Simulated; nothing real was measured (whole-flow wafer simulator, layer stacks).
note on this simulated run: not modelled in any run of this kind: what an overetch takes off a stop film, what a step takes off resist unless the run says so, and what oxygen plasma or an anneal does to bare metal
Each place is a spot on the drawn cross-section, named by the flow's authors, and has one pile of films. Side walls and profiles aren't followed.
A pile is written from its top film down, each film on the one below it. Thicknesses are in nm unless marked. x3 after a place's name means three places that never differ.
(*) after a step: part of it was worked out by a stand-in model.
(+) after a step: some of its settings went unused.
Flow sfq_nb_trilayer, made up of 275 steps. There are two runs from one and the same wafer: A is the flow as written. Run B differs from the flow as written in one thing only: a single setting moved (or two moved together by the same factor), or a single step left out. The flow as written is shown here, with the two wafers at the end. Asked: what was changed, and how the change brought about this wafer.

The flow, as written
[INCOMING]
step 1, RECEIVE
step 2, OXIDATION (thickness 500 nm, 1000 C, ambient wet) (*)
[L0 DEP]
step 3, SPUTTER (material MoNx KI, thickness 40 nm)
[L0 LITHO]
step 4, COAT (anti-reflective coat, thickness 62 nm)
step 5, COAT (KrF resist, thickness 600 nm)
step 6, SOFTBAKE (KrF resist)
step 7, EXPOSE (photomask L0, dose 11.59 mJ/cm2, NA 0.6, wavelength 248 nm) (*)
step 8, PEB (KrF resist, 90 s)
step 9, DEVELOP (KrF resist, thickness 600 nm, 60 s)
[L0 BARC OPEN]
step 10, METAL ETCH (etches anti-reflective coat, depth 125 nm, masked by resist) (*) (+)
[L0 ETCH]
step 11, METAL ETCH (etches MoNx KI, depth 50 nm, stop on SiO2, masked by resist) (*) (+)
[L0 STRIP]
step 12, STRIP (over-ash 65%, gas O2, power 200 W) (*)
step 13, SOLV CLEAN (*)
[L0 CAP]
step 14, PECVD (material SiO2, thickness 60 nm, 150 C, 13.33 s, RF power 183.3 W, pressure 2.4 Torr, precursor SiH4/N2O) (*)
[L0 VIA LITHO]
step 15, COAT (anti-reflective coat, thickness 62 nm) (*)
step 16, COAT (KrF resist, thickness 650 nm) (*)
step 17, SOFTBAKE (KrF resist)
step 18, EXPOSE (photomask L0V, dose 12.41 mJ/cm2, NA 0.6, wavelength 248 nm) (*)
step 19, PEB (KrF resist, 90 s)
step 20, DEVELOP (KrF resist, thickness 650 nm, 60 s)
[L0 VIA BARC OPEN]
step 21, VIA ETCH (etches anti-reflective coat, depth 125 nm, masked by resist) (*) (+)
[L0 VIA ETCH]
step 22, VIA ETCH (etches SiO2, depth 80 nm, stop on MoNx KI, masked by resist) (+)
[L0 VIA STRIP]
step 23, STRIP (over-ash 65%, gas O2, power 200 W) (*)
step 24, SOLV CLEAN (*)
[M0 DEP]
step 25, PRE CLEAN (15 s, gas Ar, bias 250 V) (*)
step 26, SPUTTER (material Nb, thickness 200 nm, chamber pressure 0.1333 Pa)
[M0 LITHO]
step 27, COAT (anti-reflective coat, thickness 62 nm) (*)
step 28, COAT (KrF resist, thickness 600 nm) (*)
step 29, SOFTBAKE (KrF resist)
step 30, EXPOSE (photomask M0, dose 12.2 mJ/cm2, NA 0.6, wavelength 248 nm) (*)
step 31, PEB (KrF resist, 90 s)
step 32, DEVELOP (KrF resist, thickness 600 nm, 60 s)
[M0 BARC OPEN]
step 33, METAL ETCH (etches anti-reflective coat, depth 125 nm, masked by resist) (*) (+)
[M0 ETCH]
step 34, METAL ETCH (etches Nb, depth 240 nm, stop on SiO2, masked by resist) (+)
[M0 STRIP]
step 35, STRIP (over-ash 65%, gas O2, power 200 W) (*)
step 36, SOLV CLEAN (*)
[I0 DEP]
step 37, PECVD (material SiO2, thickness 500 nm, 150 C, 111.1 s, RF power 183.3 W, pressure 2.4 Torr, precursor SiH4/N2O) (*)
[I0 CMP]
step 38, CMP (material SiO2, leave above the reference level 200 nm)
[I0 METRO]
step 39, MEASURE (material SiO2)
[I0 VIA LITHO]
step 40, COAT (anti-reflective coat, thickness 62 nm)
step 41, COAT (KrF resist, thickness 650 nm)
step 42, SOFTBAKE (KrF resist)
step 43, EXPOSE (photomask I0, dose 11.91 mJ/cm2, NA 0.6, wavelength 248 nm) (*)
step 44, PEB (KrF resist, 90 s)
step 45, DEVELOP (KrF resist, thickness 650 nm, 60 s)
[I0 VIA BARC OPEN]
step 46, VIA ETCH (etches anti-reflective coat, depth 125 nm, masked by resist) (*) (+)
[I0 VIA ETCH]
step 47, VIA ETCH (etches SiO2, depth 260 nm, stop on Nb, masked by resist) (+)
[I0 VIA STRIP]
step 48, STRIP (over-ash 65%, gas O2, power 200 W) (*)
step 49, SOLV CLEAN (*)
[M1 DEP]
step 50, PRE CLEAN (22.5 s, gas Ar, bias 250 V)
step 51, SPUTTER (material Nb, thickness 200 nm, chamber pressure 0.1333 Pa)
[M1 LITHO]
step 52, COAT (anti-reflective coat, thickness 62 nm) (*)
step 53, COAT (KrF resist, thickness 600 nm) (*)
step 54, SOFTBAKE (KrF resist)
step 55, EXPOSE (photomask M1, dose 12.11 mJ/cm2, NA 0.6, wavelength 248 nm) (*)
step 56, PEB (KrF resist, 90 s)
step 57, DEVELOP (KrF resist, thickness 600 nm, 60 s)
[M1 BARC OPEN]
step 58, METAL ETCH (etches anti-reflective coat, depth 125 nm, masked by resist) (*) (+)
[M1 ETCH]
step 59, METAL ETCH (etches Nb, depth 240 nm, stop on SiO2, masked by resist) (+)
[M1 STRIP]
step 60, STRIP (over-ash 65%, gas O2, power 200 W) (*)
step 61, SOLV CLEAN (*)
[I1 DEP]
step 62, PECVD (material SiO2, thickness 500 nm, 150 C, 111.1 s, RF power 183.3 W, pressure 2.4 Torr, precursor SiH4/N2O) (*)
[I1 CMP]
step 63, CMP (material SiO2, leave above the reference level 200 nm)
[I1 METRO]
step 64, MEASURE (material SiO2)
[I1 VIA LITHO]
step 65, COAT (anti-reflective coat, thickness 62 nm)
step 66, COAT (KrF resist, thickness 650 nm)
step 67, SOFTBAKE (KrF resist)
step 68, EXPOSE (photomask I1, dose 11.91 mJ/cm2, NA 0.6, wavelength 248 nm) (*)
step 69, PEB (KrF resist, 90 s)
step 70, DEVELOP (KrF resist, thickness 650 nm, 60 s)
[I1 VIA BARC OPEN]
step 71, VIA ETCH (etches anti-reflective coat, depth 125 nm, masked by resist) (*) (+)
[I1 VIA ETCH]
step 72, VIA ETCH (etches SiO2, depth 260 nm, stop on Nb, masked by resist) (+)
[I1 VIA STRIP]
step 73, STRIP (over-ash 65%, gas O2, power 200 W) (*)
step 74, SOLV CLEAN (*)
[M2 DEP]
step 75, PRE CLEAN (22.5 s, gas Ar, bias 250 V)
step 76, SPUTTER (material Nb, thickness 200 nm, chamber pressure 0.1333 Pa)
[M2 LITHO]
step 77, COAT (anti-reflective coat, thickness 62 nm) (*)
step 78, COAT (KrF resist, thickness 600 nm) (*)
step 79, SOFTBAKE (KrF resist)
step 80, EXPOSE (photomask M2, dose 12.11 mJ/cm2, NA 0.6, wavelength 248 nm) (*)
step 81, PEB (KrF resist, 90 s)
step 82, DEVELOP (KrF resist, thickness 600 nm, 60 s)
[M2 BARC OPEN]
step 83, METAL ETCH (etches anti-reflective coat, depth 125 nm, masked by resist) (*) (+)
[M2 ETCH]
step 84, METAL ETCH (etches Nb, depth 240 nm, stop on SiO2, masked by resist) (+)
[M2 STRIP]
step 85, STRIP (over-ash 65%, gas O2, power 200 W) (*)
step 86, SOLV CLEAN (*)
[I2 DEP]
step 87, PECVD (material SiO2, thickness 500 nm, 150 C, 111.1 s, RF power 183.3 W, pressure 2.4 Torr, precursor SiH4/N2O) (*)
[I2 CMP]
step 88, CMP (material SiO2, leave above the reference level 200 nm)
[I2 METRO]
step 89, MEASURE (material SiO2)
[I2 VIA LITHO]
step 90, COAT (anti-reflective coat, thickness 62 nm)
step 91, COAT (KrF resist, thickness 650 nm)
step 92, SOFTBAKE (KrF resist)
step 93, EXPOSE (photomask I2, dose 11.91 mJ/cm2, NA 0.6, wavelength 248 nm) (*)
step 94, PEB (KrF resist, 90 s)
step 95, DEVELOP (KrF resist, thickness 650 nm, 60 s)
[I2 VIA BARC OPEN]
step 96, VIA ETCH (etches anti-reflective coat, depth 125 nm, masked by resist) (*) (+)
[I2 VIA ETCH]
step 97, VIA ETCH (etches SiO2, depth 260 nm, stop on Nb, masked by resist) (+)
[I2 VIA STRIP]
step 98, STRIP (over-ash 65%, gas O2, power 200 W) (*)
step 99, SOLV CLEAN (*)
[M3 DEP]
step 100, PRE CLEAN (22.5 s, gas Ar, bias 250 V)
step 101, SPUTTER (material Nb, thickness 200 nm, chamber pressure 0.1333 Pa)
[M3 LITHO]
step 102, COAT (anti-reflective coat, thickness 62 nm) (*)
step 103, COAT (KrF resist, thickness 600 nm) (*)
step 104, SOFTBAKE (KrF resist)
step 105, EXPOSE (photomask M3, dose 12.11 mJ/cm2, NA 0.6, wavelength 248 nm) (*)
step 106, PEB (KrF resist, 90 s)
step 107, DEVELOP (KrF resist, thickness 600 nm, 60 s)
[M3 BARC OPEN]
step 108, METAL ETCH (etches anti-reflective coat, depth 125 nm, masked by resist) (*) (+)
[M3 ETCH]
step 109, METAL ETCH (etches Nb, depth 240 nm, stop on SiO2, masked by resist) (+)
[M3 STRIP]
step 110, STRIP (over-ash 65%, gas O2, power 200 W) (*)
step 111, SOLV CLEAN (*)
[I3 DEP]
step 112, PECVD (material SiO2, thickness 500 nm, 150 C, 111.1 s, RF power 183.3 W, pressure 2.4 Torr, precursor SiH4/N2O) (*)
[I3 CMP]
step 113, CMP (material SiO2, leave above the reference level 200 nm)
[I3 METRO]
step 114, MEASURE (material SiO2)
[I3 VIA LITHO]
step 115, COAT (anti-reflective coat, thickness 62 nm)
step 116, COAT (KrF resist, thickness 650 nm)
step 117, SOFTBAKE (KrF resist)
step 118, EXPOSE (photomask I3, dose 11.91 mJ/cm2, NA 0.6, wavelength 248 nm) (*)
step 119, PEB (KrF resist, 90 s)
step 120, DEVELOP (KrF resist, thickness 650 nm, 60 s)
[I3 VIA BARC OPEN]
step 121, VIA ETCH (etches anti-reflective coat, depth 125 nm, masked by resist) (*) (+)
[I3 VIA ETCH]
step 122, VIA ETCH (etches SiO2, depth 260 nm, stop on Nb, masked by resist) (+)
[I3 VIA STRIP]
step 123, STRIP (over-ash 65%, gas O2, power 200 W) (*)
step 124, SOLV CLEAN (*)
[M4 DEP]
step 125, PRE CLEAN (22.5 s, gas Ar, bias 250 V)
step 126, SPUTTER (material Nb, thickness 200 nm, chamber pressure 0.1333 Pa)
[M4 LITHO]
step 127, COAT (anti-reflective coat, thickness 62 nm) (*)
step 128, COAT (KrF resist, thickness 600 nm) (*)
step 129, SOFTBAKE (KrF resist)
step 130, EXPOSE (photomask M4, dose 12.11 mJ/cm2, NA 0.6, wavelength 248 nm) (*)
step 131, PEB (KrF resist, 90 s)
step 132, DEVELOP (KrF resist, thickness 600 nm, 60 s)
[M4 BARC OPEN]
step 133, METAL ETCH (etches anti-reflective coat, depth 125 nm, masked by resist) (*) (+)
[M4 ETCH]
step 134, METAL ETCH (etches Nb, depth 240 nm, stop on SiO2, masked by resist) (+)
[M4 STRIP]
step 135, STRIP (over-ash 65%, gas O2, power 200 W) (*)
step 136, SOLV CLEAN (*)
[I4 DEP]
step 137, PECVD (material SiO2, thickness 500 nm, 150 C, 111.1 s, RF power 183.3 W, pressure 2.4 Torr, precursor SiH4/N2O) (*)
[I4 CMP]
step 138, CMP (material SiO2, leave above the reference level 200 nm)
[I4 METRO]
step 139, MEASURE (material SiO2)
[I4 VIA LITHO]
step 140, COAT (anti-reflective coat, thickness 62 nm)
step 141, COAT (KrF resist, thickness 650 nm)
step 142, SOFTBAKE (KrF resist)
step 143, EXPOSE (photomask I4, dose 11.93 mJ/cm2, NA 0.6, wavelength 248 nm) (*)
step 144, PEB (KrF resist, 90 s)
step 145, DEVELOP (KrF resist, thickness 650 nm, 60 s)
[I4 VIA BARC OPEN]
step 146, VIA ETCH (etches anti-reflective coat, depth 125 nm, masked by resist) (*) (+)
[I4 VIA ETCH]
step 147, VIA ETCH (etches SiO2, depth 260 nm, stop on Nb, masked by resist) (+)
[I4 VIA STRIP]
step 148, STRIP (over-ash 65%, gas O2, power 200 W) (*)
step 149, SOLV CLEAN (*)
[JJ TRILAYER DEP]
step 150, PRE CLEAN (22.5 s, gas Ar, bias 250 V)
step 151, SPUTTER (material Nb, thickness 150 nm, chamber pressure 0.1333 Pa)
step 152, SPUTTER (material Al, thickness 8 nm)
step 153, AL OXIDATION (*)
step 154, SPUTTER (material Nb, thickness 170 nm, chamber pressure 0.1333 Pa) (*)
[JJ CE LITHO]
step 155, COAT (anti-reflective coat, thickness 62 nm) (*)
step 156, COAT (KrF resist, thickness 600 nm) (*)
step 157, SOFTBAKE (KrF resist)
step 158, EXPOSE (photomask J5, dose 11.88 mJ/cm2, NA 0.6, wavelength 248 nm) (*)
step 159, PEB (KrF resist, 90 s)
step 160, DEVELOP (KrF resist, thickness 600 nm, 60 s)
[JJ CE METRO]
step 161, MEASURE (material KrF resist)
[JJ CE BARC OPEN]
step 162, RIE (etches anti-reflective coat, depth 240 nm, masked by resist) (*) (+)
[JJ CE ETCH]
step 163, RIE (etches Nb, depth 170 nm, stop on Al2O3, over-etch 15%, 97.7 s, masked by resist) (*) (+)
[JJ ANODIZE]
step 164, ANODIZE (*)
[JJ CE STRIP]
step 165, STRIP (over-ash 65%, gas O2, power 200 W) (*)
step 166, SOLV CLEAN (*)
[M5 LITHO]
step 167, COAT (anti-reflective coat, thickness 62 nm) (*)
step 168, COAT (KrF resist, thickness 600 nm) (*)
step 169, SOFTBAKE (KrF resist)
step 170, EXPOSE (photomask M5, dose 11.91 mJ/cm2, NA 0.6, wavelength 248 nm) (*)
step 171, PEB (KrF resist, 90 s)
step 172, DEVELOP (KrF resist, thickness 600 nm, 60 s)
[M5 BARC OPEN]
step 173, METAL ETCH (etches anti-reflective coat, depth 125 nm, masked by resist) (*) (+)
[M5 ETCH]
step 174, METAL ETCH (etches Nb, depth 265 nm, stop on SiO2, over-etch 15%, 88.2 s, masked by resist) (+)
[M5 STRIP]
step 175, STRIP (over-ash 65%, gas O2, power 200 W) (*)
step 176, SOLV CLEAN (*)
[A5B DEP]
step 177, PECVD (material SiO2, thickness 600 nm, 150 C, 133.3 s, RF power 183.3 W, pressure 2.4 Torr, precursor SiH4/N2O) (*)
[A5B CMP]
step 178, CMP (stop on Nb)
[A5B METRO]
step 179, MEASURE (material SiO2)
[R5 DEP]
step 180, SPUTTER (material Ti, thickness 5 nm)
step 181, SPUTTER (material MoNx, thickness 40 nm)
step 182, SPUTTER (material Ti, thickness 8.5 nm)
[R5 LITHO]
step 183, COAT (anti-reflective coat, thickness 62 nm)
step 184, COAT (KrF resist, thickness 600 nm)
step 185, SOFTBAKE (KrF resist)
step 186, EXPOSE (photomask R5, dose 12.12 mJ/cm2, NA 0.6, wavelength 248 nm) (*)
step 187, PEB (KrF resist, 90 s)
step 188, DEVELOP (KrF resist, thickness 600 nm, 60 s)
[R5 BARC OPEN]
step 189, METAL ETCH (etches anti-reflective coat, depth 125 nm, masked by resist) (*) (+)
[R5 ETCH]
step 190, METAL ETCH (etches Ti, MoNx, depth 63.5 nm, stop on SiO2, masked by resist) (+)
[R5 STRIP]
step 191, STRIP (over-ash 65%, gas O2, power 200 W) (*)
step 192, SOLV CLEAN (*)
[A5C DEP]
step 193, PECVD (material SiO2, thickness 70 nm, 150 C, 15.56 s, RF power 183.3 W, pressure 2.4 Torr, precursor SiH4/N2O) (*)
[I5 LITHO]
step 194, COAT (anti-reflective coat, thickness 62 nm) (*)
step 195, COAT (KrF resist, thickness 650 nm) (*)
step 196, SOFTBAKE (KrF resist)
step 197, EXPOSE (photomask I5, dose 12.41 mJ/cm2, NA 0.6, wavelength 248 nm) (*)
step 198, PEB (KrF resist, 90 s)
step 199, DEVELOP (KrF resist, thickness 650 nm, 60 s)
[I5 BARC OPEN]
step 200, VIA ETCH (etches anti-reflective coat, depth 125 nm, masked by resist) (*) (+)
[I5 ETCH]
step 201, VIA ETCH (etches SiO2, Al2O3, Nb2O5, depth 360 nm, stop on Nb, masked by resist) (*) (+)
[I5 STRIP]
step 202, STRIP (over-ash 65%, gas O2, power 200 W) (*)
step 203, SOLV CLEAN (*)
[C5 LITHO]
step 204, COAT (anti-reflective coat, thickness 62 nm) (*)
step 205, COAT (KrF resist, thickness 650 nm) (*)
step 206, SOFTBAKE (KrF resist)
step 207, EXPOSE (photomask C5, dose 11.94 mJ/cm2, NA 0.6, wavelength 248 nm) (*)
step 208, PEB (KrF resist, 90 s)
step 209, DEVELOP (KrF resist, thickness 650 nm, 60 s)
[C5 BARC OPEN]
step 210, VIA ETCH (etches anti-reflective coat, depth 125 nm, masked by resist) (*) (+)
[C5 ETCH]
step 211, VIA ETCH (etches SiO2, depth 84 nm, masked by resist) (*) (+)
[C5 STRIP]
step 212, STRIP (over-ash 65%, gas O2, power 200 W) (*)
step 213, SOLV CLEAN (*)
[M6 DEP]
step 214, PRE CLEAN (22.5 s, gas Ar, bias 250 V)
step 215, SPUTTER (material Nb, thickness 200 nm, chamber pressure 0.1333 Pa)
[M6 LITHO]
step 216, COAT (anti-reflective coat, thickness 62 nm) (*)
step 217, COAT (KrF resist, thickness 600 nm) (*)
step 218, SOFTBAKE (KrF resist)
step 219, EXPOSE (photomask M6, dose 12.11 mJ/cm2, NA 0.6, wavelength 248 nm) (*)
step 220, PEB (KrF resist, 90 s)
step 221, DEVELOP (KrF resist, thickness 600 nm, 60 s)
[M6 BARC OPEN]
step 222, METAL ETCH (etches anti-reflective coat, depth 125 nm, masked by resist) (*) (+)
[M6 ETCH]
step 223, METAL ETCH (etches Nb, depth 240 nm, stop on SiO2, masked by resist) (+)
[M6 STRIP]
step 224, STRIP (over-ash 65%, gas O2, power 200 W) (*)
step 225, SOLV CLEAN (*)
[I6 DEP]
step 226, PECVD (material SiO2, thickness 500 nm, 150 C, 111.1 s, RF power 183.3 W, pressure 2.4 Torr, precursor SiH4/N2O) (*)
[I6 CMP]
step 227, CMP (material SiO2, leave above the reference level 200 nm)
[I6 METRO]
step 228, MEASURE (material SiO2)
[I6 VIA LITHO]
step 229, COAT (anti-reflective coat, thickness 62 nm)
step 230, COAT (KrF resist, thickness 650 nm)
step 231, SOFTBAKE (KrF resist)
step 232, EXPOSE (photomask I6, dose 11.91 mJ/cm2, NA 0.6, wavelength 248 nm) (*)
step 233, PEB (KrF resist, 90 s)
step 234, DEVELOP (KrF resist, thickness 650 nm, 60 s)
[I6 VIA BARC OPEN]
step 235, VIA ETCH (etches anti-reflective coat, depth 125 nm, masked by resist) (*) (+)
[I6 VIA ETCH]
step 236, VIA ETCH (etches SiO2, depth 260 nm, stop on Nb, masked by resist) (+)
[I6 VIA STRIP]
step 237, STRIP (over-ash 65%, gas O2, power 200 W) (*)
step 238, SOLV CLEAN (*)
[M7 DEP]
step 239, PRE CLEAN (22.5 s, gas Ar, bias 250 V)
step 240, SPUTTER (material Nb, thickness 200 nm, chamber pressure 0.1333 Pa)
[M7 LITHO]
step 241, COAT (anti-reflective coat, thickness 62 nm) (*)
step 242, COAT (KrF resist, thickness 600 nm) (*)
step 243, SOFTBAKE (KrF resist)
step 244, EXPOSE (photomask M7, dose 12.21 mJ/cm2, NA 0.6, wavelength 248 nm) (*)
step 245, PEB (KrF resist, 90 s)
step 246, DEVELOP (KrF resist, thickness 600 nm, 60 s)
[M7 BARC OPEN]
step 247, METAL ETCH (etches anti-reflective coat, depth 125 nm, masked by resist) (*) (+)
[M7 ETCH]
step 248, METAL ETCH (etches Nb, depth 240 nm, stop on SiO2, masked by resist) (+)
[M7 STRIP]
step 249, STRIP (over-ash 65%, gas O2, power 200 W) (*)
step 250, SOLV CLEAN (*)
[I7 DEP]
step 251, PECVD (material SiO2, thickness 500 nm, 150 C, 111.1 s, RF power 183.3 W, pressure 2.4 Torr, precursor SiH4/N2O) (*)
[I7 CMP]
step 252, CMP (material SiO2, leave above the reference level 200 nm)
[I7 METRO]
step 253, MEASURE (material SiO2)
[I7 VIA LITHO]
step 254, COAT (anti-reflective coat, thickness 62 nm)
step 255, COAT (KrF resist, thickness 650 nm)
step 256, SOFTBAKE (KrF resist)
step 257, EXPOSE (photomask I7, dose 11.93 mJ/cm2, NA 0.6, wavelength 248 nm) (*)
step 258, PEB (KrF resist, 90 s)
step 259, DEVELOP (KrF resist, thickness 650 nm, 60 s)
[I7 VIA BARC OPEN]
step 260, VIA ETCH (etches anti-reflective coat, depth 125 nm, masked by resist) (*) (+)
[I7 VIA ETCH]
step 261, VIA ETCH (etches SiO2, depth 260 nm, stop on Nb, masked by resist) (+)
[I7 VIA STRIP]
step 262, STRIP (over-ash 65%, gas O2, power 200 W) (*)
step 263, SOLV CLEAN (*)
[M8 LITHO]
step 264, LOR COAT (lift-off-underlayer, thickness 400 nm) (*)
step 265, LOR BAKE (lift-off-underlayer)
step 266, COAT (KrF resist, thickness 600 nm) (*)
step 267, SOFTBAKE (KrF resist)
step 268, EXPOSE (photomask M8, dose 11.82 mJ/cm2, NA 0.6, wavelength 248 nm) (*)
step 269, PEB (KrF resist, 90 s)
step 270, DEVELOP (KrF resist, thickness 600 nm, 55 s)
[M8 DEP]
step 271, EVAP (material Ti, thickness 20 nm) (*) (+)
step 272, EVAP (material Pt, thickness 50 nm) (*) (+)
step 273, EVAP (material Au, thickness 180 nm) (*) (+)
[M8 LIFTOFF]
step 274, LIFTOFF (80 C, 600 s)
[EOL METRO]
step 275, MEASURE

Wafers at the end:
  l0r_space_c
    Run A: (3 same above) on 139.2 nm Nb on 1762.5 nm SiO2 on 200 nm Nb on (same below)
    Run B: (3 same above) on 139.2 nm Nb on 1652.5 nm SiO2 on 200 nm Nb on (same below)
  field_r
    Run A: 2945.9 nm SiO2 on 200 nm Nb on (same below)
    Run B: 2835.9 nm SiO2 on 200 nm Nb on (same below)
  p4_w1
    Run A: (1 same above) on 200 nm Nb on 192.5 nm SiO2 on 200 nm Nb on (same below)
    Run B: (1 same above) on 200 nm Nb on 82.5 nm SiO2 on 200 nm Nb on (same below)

What caused this: step 113, CMP: leave above the reference level 90 nm was run, whereas the flow has leave above the reference level 200 nm.

Step by step, how the change led to this:
  step 113, CMP (material SiO2, leave above the reference level 200 nm)
      field_l, be, be_sur and 64 more: A SiO2 loses 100 | B SiO2 loses 210
      v_sur, via_wl, via_wr and 27 more: A SiO2 loses 300 | B SiO2 loses 410
      (as well as at 9 more places)
  step 122, VIA ETCH (etches SiO2, depth 260 nm, stop on Nb, masked by resist) (+)
      field_l, v_sur, via_wl and 102 more: A KrF resist loses 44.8 | B KrF resist loses 23.2
      via_v: A SiO2 loses 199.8 (all of it) | B SiO2 loses 89.8 (all of it)
  step 123, STRIP (over-ash 65%, gas O2, power 200 W) (*)
      field_l, v_sur, via_wl and 102 more: A KrF resist loses 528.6 (all of it), anti-reflective coat loses 62 (all of it) | B KrF resist loses 550.2 (all of it), anti-reflective coat loses 62 (all of it)
  step 126, SPUTTER (material Nb, thickness 200 nm, chamber pressure 0.1333 Pa)
      via_v: A Nb gains 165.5 | B Nb gains 190.1
  step 127, COAT (anti-reflective coat, thickness 62 nm) (*)
      via_v: A anti-reflective coat gains 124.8 (new film) | B anti-reflective coat gains 100.3 (new film)
  step 128, COAT (KrF resist, thickness 600 nm) (*)
      via_v: A KrF resist gains 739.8 (new film) | B KrF resist gains 647.2 (new film)
  step 135, STRIP (over-ash 65%, gas O2, power 200 W) (*)
      via_sp: A KrF resist loses 373.9 (all of it), anti-reflective coat loses 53 (all of it) | B KrF resist loses 382.6 (all of it), anti-reflective coat loses 53.4 (all of it)
      via_v: A KrF resist loses 521.8 (all of it), anti-reflective coat loses 124.8 (all of it) | B KrF resist loses 429.5 (all of it), anti-reflective coat loses 100.3 (all of it)
      (as well as at 1 more place)
  step 137, PECVD (material SiO2, thickness 500 nm, 150 C, 111.1 s, RF power 183.3 W, pressure 2.4 Torr, precursor SiH4/N2O) (*)
      via_v: A SiO2 gains 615 (new film) | B SiO2 gains 500 (new film)
  step 138, CMP (material SiO2, leave above the reference level 200 nm)
      via_v: A SiO2 loses 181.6 | B SiO2 loses 201.2
